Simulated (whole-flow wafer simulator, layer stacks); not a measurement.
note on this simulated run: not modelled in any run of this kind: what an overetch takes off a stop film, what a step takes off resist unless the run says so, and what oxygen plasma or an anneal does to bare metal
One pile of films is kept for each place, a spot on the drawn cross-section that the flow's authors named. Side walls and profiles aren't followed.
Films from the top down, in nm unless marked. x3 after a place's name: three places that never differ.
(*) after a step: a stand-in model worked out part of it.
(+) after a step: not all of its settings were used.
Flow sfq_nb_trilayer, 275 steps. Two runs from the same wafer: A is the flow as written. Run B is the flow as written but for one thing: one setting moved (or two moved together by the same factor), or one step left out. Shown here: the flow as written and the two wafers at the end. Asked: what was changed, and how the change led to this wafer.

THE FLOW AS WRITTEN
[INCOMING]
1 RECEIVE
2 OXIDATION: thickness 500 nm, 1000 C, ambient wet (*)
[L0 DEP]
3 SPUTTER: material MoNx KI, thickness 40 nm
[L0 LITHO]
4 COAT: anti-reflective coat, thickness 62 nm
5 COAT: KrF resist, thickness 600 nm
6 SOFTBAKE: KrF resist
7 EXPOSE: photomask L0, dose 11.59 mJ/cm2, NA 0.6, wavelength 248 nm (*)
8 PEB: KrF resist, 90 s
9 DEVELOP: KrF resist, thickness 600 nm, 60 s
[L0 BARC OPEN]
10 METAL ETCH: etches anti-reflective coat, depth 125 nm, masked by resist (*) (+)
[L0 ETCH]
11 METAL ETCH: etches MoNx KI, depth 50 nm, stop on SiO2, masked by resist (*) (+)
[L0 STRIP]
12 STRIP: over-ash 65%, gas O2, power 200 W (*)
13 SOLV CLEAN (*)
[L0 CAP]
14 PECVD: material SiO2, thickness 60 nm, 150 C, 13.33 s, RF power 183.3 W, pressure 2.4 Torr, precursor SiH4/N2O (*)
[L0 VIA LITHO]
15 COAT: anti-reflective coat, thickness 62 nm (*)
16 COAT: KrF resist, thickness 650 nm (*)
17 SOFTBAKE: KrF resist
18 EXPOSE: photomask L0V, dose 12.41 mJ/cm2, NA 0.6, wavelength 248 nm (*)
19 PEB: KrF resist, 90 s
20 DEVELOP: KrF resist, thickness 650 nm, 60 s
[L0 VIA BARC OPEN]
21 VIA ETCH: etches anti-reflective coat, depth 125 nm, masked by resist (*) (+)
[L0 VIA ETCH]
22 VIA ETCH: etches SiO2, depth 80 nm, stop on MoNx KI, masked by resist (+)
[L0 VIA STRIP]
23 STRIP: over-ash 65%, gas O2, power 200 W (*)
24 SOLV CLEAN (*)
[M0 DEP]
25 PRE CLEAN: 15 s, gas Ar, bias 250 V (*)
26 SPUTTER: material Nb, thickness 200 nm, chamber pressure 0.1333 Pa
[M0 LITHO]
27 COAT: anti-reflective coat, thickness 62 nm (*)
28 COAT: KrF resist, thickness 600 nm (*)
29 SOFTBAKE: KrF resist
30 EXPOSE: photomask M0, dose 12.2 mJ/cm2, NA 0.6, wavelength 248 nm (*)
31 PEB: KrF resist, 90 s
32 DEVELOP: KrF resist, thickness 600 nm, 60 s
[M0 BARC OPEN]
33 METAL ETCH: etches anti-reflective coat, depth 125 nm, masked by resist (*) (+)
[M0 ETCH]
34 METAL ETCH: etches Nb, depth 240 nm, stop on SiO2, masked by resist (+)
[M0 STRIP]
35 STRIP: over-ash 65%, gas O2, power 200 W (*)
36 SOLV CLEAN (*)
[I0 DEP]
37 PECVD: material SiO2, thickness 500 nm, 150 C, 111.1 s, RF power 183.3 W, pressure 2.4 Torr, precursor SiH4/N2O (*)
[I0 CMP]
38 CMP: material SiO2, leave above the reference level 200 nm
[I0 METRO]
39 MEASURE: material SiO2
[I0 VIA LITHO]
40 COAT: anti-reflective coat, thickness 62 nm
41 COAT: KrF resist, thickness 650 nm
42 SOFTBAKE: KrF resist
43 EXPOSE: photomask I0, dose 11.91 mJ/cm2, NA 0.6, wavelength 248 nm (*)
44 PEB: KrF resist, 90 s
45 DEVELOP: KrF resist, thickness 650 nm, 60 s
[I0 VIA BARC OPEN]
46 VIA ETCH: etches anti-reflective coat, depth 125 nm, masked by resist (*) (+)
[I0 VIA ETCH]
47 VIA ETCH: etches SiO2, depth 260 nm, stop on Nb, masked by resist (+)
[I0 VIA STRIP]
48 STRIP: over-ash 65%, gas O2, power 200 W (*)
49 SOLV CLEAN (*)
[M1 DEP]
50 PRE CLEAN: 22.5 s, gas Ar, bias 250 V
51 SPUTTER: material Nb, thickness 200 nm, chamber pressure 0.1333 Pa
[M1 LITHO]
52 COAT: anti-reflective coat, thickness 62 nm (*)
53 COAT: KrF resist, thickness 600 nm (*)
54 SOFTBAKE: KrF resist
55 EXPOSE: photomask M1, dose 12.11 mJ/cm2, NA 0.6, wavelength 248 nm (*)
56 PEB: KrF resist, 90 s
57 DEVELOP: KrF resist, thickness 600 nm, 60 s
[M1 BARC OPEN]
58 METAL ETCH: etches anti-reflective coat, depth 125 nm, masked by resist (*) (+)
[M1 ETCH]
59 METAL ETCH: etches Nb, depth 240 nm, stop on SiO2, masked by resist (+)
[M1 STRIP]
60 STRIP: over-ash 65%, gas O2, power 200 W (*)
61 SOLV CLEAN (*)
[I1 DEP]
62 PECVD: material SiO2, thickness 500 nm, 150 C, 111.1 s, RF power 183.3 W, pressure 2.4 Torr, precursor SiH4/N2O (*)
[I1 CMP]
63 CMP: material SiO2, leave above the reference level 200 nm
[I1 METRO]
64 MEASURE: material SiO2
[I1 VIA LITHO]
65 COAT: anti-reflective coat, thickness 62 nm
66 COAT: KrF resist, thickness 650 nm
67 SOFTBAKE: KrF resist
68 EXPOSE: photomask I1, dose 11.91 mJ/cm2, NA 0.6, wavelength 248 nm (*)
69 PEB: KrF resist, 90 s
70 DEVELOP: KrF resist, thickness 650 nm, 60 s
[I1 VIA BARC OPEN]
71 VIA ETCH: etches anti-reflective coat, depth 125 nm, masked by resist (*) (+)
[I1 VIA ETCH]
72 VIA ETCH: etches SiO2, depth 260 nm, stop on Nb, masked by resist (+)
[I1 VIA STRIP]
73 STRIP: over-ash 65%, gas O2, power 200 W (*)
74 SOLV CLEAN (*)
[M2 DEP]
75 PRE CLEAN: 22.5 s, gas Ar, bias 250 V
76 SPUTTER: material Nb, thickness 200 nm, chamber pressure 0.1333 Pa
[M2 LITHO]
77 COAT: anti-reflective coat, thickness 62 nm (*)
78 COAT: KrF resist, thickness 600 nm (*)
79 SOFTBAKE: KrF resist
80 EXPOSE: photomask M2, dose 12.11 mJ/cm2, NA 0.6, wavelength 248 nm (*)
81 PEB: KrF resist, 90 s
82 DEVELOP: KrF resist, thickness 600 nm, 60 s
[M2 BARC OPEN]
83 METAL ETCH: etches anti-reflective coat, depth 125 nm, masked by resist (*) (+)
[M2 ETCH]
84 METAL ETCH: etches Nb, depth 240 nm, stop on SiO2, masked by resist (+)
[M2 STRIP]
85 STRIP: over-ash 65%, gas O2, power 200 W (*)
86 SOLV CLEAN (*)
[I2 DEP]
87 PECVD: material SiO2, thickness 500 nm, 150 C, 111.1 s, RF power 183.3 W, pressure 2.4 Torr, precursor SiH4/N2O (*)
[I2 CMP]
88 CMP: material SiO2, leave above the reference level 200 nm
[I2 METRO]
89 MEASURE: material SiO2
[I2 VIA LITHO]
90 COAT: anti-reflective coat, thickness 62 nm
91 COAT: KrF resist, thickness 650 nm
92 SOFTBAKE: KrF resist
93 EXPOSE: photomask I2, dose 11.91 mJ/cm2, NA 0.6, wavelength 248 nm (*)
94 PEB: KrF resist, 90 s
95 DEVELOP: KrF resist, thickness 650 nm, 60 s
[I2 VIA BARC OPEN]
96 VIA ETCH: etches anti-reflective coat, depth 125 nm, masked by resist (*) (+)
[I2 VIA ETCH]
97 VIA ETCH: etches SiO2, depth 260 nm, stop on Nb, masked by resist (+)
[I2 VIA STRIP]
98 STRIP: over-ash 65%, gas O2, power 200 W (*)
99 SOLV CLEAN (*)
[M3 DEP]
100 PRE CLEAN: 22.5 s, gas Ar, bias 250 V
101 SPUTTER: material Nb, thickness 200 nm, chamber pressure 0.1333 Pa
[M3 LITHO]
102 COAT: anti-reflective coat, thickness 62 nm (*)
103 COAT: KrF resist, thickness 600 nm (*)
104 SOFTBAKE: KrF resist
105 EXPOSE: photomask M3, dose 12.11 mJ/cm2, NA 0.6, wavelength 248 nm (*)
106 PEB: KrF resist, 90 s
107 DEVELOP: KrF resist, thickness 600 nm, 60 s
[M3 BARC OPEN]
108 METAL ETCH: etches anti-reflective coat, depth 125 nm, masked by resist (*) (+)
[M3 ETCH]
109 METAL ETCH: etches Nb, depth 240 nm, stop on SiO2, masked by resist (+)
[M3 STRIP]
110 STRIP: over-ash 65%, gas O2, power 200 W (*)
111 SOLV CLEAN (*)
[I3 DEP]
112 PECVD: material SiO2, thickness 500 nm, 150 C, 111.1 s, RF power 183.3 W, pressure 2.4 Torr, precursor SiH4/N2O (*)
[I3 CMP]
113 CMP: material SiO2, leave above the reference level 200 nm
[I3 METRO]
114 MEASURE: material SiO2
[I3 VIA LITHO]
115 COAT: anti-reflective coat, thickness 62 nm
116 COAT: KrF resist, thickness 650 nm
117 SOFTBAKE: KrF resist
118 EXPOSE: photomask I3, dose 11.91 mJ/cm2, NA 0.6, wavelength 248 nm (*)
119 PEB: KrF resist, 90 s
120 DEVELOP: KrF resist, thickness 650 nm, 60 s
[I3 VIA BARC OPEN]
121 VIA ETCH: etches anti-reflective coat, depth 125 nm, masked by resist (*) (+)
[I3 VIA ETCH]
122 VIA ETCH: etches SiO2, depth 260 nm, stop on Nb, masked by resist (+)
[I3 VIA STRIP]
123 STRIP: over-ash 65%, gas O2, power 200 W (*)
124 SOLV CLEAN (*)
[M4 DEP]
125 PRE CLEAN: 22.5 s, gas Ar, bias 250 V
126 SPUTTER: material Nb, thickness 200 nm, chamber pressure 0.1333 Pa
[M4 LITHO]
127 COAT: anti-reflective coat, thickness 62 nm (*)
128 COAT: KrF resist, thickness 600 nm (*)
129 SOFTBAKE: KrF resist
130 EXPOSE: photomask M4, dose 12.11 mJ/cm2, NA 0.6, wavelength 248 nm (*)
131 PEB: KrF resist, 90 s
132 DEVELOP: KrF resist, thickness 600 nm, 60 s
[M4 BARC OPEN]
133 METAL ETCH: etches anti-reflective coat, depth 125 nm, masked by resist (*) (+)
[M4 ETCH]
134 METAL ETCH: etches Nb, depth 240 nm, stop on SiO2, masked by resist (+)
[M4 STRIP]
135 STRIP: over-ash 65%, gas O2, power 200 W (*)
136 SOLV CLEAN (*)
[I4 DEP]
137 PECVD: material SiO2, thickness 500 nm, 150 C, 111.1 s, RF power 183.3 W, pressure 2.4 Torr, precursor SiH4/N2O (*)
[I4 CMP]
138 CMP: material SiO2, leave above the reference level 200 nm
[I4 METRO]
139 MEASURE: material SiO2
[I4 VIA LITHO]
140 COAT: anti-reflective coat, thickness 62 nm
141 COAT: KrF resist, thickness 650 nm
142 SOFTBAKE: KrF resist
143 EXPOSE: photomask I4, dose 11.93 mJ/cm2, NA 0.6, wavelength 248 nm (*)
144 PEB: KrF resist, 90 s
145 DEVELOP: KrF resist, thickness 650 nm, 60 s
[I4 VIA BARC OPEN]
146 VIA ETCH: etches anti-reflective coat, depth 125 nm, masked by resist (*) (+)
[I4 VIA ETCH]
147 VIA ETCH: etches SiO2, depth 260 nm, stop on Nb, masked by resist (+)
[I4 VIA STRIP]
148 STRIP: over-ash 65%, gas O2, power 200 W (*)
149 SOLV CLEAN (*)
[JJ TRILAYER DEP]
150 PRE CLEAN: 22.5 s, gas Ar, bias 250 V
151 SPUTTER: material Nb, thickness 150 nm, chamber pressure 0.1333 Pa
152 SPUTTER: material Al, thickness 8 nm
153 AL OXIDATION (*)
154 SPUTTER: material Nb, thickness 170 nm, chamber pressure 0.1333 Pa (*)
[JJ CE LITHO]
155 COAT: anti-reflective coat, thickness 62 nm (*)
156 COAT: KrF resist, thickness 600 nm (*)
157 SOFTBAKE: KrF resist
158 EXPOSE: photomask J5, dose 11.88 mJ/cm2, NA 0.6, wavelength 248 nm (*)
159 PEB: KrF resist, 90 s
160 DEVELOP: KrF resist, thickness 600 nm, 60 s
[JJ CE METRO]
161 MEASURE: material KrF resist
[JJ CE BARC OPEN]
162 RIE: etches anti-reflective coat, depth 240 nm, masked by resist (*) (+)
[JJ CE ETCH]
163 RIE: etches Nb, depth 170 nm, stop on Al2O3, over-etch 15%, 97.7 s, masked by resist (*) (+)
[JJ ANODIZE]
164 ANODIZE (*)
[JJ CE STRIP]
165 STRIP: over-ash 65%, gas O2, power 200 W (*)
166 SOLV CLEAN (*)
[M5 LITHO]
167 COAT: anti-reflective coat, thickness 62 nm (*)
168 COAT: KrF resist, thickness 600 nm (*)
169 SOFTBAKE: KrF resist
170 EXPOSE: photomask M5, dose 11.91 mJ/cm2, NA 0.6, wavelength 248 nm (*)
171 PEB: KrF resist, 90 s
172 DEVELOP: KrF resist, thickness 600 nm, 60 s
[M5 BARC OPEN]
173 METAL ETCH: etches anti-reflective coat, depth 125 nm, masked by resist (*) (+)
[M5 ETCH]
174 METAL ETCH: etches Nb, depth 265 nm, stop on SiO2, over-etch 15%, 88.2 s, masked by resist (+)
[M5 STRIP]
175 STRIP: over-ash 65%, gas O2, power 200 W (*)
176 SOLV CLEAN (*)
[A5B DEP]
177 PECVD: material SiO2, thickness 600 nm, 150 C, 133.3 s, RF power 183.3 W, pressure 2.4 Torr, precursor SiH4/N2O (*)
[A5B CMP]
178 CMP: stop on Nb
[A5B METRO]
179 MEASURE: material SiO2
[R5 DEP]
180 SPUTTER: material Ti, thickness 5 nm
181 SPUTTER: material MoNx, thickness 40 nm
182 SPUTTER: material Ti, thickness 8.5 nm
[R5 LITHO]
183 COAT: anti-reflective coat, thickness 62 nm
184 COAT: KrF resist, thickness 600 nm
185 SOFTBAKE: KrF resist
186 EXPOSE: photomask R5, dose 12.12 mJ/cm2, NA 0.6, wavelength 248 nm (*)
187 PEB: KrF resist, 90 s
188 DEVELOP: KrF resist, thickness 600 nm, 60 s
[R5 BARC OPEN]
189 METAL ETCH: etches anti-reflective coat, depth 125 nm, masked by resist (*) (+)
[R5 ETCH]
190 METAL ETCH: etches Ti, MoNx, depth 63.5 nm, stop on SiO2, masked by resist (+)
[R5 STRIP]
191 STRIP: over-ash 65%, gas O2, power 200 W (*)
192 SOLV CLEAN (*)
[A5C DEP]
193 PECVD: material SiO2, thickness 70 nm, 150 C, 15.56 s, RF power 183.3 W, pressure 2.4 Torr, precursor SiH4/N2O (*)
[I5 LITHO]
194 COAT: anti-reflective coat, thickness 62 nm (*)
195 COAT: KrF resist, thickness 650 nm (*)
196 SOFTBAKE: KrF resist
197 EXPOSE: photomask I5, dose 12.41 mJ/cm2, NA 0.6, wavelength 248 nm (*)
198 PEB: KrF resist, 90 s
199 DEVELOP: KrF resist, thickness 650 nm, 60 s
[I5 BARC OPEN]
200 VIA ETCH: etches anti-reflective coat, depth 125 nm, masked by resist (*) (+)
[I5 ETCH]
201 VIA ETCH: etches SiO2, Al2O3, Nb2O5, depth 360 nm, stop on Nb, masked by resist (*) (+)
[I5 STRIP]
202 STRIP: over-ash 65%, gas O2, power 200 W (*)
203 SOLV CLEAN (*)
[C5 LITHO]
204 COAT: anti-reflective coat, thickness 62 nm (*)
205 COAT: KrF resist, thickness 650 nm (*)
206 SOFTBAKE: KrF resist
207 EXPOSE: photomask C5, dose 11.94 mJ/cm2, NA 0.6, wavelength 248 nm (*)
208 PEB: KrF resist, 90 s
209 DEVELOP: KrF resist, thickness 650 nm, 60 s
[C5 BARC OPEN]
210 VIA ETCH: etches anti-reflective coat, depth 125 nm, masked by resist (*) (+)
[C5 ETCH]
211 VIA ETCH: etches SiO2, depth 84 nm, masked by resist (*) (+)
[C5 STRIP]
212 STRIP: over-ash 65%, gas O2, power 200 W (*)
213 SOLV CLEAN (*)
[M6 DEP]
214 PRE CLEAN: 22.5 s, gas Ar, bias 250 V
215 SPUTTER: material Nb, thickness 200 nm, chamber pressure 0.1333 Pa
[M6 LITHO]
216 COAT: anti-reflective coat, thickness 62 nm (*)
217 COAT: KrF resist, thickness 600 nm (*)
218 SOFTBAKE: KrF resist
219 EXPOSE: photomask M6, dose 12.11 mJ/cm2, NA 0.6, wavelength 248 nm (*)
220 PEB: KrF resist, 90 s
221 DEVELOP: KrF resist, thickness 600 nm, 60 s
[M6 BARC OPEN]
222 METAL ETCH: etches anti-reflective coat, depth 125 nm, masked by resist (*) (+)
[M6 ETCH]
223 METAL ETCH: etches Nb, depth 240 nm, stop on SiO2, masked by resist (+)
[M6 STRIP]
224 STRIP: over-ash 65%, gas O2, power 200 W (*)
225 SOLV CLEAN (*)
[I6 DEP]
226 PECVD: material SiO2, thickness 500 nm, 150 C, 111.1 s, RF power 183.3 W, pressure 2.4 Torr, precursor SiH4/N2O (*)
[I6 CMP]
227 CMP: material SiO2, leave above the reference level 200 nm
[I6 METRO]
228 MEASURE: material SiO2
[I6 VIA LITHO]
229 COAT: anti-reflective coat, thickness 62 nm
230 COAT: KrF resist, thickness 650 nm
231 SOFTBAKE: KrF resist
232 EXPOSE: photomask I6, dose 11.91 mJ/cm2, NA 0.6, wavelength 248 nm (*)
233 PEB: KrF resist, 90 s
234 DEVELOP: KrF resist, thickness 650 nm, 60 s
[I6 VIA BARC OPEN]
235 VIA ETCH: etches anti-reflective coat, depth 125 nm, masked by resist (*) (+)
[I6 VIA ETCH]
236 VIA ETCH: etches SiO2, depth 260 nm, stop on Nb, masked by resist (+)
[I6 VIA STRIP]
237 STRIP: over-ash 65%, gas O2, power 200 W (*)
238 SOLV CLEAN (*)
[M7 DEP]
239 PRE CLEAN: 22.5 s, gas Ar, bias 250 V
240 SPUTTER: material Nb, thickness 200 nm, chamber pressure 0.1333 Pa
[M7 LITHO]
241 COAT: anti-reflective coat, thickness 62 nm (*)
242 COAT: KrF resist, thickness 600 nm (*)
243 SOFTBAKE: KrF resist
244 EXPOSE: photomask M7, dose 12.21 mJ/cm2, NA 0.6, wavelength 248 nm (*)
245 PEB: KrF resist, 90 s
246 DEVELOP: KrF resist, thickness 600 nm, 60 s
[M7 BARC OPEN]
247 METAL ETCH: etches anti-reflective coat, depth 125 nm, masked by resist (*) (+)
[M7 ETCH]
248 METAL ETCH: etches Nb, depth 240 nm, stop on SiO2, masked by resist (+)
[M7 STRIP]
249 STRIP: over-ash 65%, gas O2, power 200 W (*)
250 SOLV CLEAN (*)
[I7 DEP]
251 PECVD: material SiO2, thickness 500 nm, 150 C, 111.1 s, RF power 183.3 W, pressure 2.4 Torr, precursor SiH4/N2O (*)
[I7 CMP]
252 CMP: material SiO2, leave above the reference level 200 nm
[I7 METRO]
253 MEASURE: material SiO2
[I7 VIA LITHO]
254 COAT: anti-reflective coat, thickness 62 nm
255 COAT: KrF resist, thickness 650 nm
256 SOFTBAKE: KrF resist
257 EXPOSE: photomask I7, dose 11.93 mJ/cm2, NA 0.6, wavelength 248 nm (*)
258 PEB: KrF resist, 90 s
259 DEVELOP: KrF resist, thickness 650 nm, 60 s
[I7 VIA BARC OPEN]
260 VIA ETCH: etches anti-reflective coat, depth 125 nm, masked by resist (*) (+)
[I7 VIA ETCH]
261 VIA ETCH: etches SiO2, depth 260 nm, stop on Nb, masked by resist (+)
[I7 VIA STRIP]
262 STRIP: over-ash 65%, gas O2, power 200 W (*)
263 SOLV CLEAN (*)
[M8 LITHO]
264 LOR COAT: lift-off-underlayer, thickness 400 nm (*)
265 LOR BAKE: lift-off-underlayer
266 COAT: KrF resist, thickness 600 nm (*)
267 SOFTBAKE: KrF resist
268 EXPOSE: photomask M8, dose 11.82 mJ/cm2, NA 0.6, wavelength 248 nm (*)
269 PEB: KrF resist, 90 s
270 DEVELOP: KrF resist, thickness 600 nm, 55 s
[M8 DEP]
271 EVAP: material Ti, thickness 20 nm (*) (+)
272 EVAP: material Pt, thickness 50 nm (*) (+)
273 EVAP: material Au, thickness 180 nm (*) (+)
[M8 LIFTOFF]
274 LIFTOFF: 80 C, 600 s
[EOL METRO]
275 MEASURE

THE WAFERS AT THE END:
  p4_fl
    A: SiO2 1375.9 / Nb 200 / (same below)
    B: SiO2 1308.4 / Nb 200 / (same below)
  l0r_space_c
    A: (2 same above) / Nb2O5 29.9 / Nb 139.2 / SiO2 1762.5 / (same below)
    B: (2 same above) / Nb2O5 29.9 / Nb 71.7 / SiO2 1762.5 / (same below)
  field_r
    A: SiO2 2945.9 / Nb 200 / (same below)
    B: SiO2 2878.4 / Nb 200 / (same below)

The cause: step 151, SPUTTER: thickness 82.5 nm was run, where the flow has thickness 150 nm.

How the change led to this, step by step:
  151 SPUTTER: material Nb, thickness 150 nm, chamber pressure 0.1333 Pa
      field_l, v_sur, via_sp and 100 more: A Nb +150 (new film) | B Nb +82.5 (new film)
      via_wl, via_wr: A Nb +130.4 | B Nb +58.9
      (and at 1 more place)
  154 SPUTTER: material Nb, thickness 170 nm, chamber pressure 0.1333 Pa (*)
      via_w: A Nb +141 (new film) | B Nb +145.1 (new film)
  155 COAT: anti-reflective coat, thickness 62 nm (*)
      via_wl, via_wr: A anti-reflective coat +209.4 (new film) | B anti-reflective coat +223.4 (new film)
  162 RIE: etches anti-reflective coat, depth 240 nm, masked by resist (*) (+)
      ce_l, c5j, ce_r, wl_jj: A KrF resist -209.4 | B KrF resist -223.4
      via_wl, via_wr: A anti-reflective coat -209.4 (all of it) | B anti-reflective coat -223.4 (all of it)
  163 RIE: etches Nb, depth 170 nm, stop on Al2O3, over-etch 15%, 97.7 s, masked by resist (*) (+)
      via_w: A Nb -141 (all of it), Al2O3 -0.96 (all of it) | B Nb -145.1 (all of it), Al2O3 -0.96 (all of it)
  164 ANODIZE (*)
      via_wl, via_wr: A Al2O3 +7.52 (new film), Nb2O5 +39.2 (new film), Al -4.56 (all of it), Nb -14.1 | B Al2O3 +8.18 (new film), Nb2O5 +38 (new film), Al -4.96 (all of it), Nb -13.7
  165 STRIP: over-ash 65%, gas O2, power 200 W (*)
      ce_l: A KrF resist -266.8 (all of it), anti-reflective coat -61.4 (all of it) | B KrF resist -252.8 (all of it), anti-reflective coat -61.5 (all of it)
      c5j: A KrF resist -266.9 (all of it), anti-reflective coat -61.5 (all of it) | B KrF resist -252.9 (all of it), anti-reflective coat -61.5 (all of it)
      (and at 2 more places)
  167 COAT: anti-reflective coat, thickness 62 nm (*)
      via_w: A anti-reflective coat +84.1 (new film) | B anti-reflective coat +78.5 (new film)
      ce_l: A anti-reflective coat +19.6 (new film) | B anti-reflective coat +18.5 (new film)
      (and at 1 more place)
  174 METAL ETCH: etches Nb, depth 265 nm, stop on SiO2, over-etch 15%, 88.2 s, masked by resist (+)
      field_l, r_sur, res and 50 more: A Al2O3 -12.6 (all of it), Nb2O5 -29.9 (all of it), Nb -139.2 (all of it), SiO2 -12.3 | B Al2O3 -12.6 (all of it), Nb2O5 -29.9 (all of it), Nb -71.7 (all of it), SiO2 -19
  175 STRIP: over-ash 65%, gas O2, power 200 W (*)
      via_w: A KrF resist -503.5 (all of it), anti-reflective coat -84.1 (all of it) | B KrF resist -496.9 (all of it), anti-reflective coat -78.5 (all of it)
      ce_l: A KrF resist -299.6 (all of it), anti-reflective coat -19.6 (all of it) | B KrF resist -300.6 (all of it), anti-reflective coat -18.5 (all of it)
      (and at 1 more place)
  177 PECVD: material SiO2, thickness 600 nm, 150 C, 133.3 s, RF power 183.3 W, pressure 2.4 Torr, precursor SiH4/N2O (*)
      via_wl, via_wr: A SiO2 +600 (new film) | B SiO2 +613.4 (new film)
  178 CMP: stop on Nb
      field_l, p4_fl, p4_fm and 39 more: A SiO2 -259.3 | B SiO2 -320.1
      r_sur, res, r_end, moat, field_r, lsp_l: A SiO2 -252.3 | B SiO2 -320.1
      (and at 8 more places)
